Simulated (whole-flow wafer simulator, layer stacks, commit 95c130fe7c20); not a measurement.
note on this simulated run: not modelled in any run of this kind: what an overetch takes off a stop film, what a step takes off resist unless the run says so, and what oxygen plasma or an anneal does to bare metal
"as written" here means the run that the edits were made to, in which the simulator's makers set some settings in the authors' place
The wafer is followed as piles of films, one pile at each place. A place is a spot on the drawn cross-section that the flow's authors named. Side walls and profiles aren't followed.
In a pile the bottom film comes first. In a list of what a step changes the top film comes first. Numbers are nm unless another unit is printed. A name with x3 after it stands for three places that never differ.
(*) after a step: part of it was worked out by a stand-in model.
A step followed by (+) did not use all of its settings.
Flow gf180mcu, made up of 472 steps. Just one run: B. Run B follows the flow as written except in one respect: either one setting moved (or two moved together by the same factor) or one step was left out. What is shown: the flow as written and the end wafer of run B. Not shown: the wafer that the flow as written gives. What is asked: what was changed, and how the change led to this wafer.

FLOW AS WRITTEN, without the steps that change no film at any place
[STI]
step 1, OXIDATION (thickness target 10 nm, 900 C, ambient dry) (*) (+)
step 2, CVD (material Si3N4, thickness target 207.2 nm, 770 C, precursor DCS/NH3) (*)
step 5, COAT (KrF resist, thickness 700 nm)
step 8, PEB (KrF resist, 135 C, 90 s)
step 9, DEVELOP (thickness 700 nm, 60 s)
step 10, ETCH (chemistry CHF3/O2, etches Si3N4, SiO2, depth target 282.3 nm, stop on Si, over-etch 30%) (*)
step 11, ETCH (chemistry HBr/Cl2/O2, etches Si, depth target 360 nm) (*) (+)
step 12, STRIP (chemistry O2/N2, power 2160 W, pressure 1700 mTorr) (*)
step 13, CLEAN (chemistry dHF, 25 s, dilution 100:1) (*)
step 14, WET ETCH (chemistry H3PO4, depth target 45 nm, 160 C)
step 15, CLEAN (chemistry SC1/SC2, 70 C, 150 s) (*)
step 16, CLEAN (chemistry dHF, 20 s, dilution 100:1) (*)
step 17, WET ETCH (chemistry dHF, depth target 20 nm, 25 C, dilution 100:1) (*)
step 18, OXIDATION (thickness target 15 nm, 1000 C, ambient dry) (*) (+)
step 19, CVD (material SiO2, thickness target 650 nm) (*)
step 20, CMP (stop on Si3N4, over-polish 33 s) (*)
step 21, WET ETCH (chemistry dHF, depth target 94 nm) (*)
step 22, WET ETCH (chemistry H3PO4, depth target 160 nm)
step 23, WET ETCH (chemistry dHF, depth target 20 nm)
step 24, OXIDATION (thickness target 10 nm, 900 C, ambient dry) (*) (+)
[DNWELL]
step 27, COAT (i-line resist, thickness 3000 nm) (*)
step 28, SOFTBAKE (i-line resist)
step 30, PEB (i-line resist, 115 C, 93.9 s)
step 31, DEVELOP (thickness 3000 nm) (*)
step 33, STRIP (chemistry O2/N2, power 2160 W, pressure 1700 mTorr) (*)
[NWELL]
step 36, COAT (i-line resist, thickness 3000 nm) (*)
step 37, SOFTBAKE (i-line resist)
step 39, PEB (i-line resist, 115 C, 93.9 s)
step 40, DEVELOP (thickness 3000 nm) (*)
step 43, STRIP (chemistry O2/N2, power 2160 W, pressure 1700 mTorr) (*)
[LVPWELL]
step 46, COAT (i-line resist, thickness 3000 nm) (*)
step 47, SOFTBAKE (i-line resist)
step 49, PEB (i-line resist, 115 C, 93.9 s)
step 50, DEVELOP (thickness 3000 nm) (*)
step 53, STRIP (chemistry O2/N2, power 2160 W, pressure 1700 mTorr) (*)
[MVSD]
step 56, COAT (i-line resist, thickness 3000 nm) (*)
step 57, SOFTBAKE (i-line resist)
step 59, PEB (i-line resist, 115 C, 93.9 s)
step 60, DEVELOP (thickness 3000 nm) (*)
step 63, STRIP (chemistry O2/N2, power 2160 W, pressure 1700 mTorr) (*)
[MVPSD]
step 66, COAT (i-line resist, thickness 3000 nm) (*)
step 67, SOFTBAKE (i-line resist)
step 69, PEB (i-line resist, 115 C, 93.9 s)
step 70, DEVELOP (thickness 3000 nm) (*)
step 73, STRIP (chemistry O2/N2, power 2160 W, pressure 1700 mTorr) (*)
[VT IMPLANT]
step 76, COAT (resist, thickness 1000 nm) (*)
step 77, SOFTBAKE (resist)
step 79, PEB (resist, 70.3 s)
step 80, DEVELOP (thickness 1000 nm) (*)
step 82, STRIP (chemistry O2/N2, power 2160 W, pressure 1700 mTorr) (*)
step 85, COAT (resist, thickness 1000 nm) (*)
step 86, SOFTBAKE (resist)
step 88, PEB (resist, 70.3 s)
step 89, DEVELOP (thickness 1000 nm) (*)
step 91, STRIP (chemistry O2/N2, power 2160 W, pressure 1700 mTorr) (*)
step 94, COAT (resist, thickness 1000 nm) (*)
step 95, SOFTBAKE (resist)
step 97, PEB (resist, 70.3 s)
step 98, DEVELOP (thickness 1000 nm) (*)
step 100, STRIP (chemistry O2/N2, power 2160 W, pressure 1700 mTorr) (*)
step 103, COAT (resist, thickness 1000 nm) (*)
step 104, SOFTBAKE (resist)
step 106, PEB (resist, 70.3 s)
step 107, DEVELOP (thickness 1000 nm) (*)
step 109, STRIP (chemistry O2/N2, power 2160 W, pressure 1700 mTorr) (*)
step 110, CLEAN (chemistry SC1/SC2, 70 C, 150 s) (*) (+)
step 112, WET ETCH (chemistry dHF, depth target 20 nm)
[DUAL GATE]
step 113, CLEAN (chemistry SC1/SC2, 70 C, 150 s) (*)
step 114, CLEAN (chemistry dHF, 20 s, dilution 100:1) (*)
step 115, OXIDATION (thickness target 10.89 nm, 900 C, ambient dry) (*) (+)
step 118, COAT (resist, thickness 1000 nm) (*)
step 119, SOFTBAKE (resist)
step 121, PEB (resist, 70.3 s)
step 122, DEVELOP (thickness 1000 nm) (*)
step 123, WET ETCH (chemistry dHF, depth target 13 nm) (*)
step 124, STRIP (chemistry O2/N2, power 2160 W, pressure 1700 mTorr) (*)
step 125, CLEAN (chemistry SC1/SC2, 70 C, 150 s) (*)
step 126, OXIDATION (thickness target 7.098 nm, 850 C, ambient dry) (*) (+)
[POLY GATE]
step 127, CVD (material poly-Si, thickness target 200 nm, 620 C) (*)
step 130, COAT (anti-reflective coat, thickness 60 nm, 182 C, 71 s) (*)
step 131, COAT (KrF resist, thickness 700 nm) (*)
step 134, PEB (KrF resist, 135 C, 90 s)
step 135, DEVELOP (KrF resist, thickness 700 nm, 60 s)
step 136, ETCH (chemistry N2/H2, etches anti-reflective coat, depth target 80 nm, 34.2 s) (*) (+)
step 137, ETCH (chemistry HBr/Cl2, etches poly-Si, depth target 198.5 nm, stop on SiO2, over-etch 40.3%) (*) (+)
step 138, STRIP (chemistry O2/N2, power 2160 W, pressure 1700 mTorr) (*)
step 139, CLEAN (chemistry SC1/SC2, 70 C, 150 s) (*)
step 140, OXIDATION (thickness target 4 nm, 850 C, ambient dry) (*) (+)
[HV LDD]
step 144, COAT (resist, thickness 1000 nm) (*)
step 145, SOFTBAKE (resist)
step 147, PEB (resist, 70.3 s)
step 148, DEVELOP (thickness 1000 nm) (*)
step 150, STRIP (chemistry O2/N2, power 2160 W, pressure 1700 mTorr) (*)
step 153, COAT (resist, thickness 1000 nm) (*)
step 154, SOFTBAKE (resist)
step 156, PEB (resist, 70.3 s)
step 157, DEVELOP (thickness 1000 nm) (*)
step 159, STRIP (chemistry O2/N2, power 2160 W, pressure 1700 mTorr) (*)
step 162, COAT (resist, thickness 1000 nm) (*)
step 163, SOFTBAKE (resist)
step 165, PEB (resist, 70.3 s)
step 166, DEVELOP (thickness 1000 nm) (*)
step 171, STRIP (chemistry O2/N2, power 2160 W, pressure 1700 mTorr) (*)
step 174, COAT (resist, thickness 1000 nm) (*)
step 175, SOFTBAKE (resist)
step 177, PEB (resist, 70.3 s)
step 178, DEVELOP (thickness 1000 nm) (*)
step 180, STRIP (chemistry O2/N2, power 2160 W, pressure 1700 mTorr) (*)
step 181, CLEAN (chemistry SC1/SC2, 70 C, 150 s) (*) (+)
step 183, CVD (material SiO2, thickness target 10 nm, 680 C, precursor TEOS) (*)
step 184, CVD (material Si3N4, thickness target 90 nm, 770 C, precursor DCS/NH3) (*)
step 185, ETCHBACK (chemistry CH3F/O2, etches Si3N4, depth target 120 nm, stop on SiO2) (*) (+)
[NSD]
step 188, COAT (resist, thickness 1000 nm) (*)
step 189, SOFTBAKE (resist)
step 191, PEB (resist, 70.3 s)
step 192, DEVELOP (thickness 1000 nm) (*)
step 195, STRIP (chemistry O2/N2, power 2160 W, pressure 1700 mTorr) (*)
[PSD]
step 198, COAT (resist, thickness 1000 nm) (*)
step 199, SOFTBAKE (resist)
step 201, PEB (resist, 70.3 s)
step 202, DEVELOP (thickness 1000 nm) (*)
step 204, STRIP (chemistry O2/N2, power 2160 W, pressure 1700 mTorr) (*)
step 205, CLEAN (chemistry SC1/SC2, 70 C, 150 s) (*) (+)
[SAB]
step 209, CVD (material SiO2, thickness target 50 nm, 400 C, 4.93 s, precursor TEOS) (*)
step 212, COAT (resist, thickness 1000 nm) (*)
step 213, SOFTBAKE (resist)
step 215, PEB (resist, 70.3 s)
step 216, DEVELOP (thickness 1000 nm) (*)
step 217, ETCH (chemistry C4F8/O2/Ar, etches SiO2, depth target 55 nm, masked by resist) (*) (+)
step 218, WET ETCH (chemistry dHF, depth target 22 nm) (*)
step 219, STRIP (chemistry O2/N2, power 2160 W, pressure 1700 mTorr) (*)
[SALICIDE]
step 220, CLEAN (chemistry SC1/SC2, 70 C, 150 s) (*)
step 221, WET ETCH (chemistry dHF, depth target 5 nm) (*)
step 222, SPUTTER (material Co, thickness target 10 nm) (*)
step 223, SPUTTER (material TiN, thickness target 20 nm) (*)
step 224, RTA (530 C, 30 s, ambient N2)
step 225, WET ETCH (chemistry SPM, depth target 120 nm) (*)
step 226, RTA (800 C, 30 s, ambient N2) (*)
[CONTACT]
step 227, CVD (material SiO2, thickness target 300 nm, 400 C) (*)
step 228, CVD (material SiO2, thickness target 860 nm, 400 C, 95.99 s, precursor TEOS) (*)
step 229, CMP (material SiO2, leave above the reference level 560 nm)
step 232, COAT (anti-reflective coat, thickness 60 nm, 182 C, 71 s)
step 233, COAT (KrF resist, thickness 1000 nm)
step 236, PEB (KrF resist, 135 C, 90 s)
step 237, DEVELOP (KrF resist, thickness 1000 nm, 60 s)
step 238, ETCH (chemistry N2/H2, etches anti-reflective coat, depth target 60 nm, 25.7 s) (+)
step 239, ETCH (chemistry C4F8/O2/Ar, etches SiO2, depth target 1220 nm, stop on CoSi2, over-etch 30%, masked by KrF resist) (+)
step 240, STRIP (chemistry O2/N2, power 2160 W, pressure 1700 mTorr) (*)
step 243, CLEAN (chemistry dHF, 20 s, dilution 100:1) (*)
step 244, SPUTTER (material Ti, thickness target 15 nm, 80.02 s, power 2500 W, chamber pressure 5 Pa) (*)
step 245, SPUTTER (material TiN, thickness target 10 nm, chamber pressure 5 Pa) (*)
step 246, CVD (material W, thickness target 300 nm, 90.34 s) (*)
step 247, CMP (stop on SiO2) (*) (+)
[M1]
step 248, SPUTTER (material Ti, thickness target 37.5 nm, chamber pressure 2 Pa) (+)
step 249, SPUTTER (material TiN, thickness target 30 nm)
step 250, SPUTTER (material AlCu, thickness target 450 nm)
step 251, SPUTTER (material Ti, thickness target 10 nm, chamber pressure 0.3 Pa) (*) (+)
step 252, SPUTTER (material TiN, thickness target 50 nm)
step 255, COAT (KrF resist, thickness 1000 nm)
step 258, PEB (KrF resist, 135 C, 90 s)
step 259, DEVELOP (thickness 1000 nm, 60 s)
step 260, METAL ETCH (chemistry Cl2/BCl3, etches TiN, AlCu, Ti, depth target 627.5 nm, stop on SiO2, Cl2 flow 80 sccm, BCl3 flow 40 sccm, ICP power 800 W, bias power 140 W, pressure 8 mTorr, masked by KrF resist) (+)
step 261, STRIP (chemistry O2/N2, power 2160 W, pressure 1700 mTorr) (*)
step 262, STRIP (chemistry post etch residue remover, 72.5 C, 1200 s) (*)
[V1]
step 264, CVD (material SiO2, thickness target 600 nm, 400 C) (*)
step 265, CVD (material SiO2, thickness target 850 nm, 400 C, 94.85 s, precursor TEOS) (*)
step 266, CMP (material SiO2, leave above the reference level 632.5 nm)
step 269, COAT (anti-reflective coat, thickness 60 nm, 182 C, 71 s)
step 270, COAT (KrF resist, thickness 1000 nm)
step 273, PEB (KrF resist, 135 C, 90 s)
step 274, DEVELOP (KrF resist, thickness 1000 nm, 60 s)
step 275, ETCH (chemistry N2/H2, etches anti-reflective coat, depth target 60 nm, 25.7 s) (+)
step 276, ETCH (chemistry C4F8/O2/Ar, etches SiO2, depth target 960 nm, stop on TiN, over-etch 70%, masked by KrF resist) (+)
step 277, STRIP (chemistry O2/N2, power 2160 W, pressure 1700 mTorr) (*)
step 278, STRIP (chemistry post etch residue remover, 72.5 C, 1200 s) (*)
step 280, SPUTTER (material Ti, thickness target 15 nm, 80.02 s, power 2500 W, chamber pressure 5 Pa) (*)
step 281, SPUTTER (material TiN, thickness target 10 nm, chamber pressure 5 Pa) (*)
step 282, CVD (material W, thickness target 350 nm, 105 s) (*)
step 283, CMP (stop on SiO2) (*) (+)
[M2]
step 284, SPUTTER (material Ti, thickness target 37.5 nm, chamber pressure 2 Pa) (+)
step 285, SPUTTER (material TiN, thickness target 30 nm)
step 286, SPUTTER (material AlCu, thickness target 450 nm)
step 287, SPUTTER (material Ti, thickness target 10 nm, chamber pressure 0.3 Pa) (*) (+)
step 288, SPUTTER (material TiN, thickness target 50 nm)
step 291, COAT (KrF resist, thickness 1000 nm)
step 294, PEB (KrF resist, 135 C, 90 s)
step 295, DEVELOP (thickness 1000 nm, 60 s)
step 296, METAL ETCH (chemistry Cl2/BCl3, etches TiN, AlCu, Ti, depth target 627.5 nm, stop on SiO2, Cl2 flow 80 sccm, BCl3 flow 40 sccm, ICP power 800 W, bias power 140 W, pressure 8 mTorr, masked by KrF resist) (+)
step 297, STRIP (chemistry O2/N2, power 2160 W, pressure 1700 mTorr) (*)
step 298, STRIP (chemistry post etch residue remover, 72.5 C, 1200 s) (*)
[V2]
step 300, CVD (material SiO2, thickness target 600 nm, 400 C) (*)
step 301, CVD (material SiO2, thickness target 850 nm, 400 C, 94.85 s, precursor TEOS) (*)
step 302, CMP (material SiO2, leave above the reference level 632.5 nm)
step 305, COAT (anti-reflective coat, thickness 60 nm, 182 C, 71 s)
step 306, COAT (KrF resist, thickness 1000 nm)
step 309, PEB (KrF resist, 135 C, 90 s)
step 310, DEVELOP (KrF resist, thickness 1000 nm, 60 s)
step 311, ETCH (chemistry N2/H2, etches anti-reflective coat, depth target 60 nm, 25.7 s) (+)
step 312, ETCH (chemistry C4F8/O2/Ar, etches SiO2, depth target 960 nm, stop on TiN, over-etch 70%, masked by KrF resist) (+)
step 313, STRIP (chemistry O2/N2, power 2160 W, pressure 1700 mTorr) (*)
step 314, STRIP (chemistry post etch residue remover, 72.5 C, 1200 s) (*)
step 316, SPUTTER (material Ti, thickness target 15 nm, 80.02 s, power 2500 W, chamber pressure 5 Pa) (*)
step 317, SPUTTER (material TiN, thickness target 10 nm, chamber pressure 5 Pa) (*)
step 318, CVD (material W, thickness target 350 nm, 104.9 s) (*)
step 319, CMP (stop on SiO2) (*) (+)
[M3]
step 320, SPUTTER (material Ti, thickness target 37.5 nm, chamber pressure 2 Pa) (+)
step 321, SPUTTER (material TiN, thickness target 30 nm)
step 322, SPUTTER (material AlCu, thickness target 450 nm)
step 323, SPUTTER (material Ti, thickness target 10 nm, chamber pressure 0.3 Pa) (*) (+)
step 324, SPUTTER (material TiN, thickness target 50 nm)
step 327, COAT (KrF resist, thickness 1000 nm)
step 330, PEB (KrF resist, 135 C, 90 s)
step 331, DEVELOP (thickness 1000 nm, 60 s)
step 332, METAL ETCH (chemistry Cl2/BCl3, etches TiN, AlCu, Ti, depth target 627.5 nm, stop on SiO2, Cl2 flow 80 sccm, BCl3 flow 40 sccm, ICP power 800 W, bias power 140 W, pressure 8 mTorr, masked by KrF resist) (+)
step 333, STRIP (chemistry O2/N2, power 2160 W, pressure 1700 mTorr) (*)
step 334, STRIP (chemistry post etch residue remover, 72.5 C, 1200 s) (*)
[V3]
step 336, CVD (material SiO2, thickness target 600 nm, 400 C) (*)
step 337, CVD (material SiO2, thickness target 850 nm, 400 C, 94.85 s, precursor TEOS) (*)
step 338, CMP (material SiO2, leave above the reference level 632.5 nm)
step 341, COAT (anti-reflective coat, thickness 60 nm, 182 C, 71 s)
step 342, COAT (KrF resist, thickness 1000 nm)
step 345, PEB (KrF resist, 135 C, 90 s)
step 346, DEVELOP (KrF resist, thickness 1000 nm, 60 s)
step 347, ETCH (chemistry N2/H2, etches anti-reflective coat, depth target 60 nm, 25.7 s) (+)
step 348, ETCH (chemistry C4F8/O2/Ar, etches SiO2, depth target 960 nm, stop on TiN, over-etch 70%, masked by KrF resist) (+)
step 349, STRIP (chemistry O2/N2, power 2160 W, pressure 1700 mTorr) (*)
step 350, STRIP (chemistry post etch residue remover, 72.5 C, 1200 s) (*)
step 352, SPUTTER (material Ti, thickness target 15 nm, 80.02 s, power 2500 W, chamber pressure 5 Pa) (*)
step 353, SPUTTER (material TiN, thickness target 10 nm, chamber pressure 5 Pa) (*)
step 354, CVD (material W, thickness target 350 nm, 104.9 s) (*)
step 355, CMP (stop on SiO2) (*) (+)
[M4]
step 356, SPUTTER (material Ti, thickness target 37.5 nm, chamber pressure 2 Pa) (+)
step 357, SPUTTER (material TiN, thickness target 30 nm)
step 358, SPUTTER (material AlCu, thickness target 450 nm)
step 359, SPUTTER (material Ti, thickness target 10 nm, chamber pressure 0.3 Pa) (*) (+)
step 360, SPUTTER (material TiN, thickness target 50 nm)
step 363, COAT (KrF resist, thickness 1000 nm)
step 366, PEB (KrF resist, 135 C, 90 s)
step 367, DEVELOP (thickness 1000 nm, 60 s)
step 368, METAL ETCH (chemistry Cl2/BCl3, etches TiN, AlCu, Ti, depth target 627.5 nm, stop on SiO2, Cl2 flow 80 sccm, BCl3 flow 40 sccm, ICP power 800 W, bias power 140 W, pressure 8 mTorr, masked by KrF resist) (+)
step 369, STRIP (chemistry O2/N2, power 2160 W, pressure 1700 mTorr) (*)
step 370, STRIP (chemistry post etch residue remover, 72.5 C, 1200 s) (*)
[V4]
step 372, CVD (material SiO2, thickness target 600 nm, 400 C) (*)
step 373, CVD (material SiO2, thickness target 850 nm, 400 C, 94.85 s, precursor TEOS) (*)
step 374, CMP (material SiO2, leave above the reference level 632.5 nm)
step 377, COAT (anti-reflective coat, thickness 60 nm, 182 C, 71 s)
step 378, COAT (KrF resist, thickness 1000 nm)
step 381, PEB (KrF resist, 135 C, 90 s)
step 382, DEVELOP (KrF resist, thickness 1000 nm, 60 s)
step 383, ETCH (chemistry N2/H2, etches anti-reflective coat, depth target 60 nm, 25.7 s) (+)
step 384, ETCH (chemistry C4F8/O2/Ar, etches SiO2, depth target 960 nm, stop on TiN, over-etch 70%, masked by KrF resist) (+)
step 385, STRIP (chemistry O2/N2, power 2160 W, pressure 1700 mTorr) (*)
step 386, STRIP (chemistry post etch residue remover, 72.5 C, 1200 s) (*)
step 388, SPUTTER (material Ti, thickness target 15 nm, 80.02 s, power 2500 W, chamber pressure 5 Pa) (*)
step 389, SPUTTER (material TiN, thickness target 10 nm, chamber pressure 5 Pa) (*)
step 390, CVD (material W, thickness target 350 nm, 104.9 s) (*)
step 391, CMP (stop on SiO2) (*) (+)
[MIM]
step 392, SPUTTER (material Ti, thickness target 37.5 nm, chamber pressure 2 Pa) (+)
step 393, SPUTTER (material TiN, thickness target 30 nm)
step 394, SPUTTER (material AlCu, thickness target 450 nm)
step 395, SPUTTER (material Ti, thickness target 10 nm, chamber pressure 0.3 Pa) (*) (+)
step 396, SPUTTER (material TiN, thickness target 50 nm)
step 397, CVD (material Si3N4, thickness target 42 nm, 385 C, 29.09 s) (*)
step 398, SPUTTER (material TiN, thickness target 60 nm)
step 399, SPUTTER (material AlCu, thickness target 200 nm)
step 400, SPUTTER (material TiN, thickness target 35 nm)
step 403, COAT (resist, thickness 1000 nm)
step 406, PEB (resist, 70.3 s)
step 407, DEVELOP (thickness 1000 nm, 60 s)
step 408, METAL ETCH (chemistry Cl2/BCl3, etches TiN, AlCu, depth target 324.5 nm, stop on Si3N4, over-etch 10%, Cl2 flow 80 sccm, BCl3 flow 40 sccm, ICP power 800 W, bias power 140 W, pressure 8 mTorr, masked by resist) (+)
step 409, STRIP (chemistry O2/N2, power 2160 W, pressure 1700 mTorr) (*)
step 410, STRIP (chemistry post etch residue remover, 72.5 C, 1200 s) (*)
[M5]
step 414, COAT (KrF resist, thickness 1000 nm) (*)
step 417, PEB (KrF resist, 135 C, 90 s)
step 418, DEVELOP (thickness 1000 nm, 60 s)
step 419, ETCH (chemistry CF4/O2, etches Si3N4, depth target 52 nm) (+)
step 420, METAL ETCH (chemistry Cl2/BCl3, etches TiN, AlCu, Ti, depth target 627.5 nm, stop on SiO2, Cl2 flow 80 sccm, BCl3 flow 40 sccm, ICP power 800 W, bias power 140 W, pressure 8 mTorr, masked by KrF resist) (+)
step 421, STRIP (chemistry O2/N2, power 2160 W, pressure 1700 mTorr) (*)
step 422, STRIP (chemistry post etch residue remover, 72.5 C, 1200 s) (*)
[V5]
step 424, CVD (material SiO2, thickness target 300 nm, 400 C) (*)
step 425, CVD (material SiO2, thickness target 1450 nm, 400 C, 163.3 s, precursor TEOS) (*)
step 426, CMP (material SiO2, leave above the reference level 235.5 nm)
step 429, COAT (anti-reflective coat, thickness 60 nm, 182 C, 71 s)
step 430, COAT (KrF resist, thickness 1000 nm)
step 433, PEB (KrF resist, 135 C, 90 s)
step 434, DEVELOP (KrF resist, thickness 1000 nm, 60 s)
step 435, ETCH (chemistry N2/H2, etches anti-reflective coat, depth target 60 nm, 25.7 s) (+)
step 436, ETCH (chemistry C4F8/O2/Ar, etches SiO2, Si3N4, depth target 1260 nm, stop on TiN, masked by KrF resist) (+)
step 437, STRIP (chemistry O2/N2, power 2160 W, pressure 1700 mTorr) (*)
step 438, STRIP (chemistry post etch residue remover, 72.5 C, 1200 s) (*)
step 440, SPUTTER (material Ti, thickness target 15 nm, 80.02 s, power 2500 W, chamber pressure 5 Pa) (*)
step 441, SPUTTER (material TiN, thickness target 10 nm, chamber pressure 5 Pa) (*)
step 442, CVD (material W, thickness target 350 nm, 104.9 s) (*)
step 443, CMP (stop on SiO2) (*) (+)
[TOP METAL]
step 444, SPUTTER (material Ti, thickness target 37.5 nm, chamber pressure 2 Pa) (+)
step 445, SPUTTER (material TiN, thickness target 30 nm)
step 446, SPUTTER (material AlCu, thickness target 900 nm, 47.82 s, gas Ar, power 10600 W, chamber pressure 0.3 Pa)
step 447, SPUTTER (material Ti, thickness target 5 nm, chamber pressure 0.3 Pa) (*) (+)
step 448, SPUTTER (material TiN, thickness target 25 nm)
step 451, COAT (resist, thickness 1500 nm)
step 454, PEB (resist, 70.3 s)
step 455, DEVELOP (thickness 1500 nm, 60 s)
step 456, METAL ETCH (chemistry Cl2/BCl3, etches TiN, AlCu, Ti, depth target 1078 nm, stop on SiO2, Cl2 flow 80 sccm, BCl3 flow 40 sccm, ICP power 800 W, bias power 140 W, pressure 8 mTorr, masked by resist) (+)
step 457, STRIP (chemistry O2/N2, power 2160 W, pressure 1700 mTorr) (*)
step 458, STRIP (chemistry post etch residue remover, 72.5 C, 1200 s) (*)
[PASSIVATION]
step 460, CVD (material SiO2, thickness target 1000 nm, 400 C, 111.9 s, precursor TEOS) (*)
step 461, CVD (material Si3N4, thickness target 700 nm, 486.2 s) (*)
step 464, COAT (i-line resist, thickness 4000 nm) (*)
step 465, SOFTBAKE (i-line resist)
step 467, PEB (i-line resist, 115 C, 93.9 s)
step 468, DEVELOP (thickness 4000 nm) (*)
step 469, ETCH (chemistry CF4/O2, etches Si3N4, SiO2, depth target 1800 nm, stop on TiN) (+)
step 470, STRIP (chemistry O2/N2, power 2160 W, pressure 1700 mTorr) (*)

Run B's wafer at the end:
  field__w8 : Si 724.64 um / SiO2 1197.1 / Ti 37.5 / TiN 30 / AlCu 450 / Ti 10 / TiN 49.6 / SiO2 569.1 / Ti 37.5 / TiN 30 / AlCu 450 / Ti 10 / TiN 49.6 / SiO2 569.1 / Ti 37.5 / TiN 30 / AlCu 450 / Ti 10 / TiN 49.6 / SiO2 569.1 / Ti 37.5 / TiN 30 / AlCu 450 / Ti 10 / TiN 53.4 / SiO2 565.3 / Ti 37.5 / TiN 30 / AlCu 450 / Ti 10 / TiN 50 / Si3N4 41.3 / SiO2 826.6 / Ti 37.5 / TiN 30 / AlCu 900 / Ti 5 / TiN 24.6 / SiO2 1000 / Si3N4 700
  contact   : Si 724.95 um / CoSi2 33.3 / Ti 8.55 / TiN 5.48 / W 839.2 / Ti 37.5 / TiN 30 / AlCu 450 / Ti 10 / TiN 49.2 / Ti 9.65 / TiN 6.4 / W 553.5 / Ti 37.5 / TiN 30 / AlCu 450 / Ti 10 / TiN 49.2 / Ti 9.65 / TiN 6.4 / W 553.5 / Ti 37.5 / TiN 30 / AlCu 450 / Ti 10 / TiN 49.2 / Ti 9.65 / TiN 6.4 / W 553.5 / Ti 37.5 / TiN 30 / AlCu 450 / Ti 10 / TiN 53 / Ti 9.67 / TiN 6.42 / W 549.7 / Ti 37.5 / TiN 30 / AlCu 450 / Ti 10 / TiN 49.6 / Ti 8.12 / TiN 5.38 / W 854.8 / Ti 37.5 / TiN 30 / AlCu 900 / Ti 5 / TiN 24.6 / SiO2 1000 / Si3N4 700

Cause: step 360, SPUTTER: thickness target 53.8 nm was run, though the flow has thickness target 50 nm.

The path from the change to this, step by step:
  step 360, SPUTTER (material TiN, thickness target 50 nm)
      field, field__w1, field__w2 and 108 more: +53.8 TiN (new film) (in the flow as written it would be: +50 TiN (new film))
  step 368, METAL ETCH (chemistry Cl2/BCl3, etches TiN, AlCu, Ti, depth target 627.5 nm, stop on SiO2, Cl2 flow 80 sccm, BCl3 flow 40 sccm, ICP power 800 W, bias power 140 W, pressure 8 mTorr, masked by KrF resist) (+)
      field, field__w1, field__w2 and 103 more: -53.8 TiN (all of it), -10 Ti (all of it), -450 AlCu (all of it), -30 TiN (all of it), -37.5 Ti (all of it) (in the flow as written it would be: -50 TiN (all of it), -10 Ti (all of it), -450 AlCu (all of it), -30 TiN (all of it), -37.5 Ti (all of it))
